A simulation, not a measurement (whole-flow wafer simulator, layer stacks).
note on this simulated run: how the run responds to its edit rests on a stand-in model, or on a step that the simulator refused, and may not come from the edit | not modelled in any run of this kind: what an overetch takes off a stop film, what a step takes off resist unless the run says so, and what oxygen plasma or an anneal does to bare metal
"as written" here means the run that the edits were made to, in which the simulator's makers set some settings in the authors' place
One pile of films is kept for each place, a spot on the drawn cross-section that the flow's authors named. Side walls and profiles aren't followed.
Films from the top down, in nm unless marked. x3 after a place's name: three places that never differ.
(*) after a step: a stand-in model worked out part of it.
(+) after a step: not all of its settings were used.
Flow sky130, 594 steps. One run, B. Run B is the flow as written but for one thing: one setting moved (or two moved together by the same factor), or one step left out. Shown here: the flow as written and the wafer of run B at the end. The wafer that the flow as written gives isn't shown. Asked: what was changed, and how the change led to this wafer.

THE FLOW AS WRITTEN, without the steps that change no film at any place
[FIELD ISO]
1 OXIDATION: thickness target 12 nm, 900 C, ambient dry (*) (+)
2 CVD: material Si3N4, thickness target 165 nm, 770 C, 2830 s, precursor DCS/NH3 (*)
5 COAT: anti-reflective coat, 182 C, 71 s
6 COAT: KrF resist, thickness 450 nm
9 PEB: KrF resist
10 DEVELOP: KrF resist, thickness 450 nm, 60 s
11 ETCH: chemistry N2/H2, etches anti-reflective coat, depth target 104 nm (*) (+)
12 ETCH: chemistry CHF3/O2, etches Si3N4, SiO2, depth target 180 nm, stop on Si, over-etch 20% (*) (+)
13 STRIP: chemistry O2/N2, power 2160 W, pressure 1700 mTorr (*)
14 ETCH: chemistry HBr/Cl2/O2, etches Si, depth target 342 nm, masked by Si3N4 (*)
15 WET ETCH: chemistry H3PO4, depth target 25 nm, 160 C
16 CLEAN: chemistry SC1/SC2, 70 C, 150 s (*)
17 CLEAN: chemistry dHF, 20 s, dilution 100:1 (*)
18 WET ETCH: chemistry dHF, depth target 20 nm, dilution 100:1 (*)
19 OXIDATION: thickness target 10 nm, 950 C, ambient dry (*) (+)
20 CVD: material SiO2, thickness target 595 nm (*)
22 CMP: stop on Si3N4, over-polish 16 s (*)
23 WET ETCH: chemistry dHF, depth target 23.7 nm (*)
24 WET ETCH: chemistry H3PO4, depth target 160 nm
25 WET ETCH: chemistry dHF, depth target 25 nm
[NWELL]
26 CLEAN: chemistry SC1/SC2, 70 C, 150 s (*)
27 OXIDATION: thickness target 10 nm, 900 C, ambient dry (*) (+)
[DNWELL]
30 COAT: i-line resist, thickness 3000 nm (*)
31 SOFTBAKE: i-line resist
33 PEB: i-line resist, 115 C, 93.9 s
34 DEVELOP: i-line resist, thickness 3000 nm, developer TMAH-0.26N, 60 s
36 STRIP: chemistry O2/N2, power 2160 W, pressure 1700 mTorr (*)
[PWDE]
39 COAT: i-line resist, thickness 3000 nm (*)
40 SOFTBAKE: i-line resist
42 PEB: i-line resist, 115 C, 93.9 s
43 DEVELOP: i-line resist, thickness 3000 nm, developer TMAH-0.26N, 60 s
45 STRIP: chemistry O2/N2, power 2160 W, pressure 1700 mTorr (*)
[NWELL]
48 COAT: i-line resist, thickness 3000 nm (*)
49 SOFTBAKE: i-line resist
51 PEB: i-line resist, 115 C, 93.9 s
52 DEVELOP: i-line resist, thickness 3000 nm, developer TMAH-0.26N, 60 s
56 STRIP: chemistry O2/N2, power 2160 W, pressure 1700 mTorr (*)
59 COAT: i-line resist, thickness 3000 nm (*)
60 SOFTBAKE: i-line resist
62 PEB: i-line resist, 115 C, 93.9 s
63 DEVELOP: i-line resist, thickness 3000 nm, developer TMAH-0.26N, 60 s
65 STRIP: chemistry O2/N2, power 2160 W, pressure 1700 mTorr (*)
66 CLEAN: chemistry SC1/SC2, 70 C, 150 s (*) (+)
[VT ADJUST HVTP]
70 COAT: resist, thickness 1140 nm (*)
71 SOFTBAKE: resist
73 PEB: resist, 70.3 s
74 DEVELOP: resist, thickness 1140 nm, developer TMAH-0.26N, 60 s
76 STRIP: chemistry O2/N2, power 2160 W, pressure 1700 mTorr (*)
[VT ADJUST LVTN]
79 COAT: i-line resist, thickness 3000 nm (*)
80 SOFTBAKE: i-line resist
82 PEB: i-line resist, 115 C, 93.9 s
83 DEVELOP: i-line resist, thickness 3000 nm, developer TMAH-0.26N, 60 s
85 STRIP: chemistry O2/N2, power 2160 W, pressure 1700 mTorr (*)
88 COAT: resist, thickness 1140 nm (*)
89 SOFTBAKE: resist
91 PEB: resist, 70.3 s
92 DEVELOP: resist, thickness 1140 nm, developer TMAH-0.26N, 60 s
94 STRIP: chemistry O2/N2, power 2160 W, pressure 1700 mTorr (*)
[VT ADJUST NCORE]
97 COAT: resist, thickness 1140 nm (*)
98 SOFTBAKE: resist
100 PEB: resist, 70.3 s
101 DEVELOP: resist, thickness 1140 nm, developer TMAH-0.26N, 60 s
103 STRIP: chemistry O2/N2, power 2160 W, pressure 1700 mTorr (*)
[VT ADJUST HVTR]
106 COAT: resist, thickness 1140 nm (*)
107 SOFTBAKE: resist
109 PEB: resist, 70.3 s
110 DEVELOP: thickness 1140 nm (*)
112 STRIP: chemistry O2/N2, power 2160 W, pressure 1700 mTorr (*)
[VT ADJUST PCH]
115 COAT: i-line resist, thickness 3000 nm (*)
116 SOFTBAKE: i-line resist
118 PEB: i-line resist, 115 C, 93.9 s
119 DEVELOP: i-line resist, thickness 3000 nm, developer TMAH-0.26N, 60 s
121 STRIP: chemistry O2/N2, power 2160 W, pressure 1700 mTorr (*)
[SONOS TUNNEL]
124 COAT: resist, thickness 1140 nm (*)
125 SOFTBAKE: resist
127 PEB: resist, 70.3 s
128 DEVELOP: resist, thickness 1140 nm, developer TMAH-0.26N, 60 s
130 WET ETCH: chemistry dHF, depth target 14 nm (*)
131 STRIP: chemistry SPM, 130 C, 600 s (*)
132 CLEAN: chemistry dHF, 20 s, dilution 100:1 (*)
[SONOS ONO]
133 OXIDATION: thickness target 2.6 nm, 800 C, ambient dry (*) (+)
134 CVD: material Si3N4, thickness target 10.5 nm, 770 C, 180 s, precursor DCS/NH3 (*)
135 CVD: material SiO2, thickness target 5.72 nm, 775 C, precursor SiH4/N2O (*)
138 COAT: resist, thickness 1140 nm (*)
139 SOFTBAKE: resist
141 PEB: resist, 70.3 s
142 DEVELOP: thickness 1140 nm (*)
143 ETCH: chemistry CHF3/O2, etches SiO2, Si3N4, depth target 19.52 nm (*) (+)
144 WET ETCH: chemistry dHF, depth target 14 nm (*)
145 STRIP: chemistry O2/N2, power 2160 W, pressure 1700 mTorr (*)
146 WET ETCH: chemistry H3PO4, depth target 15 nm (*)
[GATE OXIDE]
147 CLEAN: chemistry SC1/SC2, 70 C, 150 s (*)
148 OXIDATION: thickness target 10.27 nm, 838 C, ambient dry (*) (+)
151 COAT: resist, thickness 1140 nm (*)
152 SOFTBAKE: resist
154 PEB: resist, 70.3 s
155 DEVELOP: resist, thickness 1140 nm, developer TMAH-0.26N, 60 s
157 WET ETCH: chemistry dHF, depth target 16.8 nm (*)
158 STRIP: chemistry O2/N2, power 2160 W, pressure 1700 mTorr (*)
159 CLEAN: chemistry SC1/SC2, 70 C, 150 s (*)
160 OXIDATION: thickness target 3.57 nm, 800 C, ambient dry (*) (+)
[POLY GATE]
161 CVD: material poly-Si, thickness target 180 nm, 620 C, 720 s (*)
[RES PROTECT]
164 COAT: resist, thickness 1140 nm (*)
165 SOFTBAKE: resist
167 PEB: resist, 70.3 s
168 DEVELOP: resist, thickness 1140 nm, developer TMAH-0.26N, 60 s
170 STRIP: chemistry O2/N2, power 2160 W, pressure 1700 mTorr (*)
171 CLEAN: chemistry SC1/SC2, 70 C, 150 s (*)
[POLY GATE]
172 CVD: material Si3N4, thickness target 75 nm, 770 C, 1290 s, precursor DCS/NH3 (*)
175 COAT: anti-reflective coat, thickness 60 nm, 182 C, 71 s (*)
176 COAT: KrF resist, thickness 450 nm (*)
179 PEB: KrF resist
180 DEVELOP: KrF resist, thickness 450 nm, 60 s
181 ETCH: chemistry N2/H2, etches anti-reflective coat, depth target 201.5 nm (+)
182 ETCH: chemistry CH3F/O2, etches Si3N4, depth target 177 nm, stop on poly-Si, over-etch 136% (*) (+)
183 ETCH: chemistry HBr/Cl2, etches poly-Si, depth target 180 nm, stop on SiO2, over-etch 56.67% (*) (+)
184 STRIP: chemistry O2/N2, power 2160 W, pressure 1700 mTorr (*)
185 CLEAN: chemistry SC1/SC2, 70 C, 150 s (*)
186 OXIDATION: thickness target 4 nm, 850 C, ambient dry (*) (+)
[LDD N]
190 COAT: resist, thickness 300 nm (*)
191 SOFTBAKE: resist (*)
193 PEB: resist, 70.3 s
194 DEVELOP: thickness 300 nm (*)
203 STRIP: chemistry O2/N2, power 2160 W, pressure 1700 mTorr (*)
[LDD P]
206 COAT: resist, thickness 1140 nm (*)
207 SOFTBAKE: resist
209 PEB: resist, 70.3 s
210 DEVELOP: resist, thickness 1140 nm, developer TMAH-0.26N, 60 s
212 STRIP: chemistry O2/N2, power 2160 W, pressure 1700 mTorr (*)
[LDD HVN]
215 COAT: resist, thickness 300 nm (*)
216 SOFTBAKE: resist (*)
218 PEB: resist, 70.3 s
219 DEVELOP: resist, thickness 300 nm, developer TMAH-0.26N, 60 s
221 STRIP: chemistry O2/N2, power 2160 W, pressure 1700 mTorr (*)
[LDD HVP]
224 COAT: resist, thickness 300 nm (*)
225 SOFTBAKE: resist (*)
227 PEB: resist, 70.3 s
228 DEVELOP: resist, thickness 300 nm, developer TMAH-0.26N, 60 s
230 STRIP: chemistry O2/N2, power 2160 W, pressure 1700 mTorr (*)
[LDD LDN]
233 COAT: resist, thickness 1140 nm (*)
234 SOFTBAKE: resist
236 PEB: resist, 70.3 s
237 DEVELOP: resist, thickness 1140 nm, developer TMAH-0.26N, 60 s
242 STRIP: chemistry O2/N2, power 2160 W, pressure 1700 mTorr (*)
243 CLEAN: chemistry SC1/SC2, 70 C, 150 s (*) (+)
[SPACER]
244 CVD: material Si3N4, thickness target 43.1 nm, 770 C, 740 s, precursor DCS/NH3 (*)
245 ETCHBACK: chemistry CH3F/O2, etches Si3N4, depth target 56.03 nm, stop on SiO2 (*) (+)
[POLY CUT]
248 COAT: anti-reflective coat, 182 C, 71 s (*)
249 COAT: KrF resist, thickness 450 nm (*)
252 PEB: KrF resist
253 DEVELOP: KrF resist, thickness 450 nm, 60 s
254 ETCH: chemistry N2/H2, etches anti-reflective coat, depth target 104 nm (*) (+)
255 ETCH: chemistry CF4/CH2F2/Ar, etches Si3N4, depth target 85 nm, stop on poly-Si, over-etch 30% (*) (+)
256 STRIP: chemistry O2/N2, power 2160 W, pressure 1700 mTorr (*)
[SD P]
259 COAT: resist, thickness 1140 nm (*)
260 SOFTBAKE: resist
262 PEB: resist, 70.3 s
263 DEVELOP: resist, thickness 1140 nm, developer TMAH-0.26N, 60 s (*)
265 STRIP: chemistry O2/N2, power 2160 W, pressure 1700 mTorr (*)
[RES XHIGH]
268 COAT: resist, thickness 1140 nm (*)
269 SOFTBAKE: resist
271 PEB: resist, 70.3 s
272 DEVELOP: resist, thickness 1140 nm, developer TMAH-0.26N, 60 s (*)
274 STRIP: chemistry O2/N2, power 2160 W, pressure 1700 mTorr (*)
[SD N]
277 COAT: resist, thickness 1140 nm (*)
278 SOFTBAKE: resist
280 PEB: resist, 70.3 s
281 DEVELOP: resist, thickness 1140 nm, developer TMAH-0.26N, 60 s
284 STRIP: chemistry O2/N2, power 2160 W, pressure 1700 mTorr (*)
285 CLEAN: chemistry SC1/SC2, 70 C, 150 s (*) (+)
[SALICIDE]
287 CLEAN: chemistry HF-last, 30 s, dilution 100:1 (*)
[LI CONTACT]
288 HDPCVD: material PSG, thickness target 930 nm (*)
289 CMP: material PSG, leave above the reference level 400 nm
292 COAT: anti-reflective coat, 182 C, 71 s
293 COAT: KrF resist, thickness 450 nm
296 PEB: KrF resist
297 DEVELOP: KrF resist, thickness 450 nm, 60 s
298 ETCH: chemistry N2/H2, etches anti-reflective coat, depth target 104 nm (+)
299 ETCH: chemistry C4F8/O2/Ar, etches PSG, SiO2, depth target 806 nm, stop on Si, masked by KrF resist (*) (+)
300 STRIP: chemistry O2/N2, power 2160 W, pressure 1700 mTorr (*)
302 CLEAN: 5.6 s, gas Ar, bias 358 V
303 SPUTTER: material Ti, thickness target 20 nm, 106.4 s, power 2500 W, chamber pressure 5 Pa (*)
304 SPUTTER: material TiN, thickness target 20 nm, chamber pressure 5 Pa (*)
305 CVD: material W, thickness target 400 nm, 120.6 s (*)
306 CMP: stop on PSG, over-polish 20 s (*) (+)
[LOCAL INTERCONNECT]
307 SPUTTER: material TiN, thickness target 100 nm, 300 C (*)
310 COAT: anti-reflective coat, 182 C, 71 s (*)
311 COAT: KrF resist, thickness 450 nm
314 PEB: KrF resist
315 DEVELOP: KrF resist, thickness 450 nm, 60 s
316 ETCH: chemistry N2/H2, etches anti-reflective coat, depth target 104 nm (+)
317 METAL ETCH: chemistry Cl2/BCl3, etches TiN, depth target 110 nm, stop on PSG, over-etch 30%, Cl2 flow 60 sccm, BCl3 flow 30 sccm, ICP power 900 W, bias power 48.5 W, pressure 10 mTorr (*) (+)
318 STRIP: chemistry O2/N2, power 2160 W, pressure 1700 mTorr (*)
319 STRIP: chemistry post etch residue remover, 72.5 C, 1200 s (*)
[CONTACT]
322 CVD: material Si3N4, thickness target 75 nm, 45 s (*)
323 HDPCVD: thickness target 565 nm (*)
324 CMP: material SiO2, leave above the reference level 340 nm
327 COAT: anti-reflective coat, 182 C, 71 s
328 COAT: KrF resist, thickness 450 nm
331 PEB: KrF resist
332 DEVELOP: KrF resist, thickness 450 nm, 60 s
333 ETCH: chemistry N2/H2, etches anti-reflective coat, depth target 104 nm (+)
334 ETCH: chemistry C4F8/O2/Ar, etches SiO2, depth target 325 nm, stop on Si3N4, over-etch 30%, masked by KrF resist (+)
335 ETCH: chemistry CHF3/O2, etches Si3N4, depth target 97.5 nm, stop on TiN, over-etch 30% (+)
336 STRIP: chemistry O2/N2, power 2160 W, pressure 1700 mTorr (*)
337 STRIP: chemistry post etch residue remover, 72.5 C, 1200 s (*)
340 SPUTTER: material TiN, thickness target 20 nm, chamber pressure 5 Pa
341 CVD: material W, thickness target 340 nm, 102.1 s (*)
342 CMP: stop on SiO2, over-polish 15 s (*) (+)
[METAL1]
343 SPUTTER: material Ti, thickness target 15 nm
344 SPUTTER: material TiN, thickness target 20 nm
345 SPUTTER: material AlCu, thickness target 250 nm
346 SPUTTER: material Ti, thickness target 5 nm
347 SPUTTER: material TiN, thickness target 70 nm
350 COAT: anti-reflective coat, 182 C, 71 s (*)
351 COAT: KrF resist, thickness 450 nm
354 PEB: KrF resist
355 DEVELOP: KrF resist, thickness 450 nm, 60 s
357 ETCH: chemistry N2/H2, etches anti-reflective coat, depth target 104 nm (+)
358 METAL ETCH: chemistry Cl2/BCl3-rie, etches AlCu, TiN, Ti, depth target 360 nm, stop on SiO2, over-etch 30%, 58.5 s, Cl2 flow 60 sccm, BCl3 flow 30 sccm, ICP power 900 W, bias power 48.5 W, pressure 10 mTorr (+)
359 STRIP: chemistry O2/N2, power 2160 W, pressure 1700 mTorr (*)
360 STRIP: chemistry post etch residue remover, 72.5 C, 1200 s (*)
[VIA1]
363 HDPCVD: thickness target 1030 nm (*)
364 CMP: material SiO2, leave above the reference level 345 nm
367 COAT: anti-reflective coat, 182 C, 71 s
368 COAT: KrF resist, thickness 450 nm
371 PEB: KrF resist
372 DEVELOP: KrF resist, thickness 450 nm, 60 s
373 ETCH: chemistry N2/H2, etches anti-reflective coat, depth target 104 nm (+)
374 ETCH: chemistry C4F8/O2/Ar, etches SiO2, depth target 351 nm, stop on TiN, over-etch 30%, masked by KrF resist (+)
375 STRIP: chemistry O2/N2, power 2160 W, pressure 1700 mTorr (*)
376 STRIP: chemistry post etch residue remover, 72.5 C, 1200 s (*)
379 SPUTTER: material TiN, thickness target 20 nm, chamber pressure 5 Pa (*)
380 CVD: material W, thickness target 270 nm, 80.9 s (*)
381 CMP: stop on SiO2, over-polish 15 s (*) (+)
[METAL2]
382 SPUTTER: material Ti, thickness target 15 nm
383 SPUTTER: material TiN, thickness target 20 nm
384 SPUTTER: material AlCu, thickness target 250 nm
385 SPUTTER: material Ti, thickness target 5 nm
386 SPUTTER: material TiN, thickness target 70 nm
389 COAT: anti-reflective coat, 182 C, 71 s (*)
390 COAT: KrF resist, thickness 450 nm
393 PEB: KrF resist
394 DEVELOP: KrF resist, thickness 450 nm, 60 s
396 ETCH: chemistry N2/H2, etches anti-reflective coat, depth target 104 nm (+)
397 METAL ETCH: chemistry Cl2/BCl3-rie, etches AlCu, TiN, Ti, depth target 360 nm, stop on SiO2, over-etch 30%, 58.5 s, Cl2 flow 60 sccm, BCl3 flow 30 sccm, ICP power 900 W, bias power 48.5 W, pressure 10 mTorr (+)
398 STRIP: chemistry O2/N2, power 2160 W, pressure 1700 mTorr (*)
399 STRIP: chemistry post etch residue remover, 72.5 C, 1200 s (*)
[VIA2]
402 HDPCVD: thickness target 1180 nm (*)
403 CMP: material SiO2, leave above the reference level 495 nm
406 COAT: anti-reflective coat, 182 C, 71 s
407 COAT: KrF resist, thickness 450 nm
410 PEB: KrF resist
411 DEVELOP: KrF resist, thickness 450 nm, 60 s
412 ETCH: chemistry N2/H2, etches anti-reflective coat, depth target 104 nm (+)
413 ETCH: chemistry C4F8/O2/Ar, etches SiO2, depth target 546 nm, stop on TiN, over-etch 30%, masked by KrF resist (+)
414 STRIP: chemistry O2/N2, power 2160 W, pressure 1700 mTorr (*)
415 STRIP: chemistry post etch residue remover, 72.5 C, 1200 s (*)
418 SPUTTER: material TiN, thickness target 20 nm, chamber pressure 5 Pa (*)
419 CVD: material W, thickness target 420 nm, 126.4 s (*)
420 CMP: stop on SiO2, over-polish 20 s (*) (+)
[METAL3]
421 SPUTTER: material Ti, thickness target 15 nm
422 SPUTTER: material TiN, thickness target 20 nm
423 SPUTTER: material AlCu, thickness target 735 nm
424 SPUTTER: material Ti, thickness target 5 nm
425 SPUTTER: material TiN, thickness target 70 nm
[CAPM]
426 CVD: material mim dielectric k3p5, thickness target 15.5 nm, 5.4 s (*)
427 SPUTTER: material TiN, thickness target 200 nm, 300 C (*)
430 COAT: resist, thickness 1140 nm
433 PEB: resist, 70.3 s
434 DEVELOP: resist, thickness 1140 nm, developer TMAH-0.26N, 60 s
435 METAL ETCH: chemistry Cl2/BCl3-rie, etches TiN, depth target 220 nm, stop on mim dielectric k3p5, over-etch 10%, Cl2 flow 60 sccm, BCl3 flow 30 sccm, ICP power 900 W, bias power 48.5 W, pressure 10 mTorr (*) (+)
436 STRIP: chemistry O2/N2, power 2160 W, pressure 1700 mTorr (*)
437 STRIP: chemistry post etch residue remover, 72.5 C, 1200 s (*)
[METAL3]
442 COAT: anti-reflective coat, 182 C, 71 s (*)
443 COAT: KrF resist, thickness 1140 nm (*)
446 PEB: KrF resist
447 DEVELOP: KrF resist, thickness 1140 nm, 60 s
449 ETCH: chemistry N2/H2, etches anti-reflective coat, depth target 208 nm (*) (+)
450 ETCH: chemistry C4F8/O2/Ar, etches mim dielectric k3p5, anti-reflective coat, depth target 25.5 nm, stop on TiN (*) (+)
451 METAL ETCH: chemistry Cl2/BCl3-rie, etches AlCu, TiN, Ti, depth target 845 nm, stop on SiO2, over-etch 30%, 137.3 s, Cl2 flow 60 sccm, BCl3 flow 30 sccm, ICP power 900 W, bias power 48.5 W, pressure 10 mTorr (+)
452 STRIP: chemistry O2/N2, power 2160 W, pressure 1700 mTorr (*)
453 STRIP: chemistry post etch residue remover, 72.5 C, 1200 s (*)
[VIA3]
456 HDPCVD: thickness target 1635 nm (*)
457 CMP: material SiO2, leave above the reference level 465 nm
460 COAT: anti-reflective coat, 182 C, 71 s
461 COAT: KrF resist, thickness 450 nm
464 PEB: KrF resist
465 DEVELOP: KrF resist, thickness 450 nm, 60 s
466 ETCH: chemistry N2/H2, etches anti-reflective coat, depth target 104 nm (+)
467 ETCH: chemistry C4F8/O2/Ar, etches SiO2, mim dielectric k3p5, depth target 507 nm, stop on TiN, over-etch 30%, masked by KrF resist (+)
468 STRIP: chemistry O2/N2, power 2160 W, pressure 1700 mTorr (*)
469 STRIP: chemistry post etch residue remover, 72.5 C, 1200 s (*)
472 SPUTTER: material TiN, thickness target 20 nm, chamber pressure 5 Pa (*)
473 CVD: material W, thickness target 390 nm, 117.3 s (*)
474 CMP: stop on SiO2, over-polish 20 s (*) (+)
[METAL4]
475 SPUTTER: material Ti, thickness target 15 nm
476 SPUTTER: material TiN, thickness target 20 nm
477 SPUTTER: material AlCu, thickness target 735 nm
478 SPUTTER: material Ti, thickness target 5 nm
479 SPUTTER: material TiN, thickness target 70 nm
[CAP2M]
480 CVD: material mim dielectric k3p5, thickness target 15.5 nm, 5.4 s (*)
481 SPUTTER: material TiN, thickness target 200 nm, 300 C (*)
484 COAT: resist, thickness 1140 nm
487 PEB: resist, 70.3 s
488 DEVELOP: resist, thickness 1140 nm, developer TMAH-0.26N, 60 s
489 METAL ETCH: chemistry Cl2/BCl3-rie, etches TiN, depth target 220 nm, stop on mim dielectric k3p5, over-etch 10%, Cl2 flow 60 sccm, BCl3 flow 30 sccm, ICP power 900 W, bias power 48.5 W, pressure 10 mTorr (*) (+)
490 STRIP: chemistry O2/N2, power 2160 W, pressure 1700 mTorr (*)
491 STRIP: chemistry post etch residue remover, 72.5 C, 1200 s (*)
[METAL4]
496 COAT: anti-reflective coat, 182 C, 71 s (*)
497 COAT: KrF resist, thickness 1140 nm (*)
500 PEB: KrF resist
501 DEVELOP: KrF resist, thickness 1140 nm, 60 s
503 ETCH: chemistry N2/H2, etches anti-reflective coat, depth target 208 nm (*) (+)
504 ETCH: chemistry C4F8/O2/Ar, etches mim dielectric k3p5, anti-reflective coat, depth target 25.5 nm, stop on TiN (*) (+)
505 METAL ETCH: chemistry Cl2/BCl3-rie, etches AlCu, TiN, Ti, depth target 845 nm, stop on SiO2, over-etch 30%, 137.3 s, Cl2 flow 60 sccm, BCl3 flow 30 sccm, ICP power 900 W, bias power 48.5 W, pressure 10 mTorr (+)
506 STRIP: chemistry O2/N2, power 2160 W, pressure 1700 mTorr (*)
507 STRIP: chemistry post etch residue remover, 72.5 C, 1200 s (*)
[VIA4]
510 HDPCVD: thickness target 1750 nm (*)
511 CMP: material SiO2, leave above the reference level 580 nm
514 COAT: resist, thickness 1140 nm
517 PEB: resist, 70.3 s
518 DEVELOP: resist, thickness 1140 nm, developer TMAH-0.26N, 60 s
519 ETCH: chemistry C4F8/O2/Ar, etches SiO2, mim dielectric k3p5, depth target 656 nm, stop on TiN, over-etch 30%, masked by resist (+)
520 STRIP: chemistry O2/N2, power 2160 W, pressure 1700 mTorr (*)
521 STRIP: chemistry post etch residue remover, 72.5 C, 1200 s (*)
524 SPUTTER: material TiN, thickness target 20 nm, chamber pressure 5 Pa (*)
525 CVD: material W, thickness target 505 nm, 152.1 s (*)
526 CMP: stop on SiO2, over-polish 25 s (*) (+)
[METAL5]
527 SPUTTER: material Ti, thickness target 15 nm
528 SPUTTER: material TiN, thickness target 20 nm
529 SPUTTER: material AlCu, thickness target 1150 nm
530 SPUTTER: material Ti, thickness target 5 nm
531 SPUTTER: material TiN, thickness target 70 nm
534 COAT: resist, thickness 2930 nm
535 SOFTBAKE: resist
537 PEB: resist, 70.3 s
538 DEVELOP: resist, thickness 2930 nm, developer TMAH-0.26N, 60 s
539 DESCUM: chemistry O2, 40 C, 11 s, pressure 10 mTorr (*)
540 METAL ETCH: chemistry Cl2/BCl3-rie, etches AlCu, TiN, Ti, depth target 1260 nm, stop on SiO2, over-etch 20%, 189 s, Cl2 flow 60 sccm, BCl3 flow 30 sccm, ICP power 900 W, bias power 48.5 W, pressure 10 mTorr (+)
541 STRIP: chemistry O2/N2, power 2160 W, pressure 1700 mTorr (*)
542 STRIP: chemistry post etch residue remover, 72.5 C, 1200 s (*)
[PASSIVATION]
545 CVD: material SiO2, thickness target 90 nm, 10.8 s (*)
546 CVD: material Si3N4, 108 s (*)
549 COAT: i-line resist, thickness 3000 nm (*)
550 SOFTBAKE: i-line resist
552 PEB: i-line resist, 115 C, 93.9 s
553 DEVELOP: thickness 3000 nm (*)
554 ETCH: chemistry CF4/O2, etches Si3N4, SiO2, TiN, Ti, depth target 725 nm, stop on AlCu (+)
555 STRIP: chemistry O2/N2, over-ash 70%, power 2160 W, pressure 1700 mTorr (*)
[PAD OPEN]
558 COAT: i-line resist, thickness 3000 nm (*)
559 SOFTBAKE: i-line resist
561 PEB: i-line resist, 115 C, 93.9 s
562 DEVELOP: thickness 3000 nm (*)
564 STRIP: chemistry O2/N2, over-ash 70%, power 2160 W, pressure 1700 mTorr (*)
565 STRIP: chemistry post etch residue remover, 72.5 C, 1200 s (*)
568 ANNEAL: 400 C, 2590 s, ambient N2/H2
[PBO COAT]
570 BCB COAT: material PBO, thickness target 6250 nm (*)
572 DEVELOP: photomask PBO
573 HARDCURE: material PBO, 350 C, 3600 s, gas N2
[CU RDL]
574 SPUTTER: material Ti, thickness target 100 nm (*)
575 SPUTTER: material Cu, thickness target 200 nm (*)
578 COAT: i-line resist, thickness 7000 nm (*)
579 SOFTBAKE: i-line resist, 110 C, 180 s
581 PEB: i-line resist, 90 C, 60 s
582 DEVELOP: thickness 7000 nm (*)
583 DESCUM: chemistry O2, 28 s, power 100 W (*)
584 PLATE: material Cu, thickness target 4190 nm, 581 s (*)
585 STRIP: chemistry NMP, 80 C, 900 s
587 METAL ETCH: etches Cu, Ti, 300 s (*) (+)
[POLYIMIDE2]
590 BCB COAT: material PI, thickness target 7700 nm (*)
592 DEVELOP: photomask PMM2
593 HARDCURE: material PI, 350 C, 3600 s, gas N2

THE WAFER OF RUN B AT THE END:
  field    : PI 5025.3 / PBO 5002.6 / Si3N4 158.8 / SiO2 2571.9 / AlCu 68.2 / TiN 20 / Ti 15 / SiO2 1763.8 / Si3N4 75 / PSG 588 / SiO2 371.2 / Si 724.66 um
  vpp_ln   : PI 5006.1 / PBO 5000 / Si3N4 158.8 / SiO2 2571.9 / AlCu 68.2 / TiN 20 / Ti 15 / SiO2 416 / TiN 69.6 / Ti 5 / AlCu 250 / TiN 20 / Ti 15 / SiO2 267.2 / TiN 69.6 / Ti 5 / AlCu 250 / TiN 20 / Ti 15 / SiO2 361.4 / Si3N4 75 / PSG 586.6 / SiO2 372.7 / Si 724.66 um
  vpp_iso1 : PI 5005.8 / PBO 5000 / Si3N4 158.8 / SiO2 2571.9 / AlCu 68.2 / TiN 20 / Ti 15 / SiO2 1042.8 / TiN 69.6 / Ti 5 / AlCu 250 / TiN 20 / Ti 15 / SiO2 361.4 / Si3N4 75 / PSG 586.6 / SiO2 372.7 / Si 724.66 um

The cause: step 451, METAL ETCH: depth target 566.2 nm was run, where the flow has depth target 845 nm; step 451, METAL ETCH: 92 s was run, where the flow has 137.3 s.

How the change led to this, step by step:
  451 METAL ETCH: chemistry Cl2/BCl3-rie, etches AlCu, TiN, Ti, depth target 845 nm, stop on SiO2, over-etch 30%, 137.3 s, Cl2 flow 60 sccm, BCl3 flow 30 sccm, ICP power 900 W, bias power 48.5 W, pressure 10 mTorr (+)
      field, gate, spacer and 68 more: TiN -70 (all of it), Ti -5 (all of it), AlCu -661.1 (as written it would be: TiN -70 (all of it), Ti -5 (all of it), AlCu -735 (all of it), TiN -20 (all of it), Ti -15 (all of it), SiO2 -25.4)
      active, vpp_ln, vpp_iso2 and 11 more: TiN -70 (all of it), Ti -5 (all of it), AlCu -661.1 (as written it would be: TiN -70 (all of it), Ti -5 (all of it), AlCu -735 (all of it), TiN -20 (all of it), Ti -15 (all of it), SiO2 -25.3)
      (and at 107 more places)
  452 STRIP: chemistry O2/N2, power 2160 W, pressure 1700 mTorr (*)
      n_well, p_well, gate_hv and 80 more: KrF resist -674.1 (all of it), anti-reflective coat -80 (all of it) (as written it would be: KrF resist -492.9 (all of it), anti-reflective coat -80 (all of it))
      m1, via2_hole: KrF resist -674.2 (all of it), anti-reflective coat -80.5 (all of it) (as written it would be: KrF resist -493 (all of it), anti-reflective coat -80.5 (all of it))
      (and at 22 more places)
  453 STRIP: chemistry post etch residue remover, 72.5 C, 1200 s (*)
      field, active, gate and 82 more: AlCu -5.72 (as written it would be: nothing)
  456 HDPCVD: thickness target 1635 nm (*)
      field, active, gate and 82 more: SiO2 +1635 (new film) (as written it would be: SiO2 +1635)
  457 CMP: material SiO2, leave above the reference level 465 nm
      field, active, gate and 82 more: SiO2 -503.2 (as written it would be: SiO2 -374.7)
Counting metal films that touch as one body, field has 1 body; the flow as written gives 0 bodies.
Counting metal films that touch as one body, vpp_ln has 3 bodies (between them, from the top down: SiO2 416; SiO2 267.2); the flow as written gives 2 bodies (between them, from the top down: SiO2 267.2).
Counting metal films that touch as one body, vpp_iso1 has 2 bodies (between them, from the top down: SiO2 1042.8); the flow as written gives 1 body.
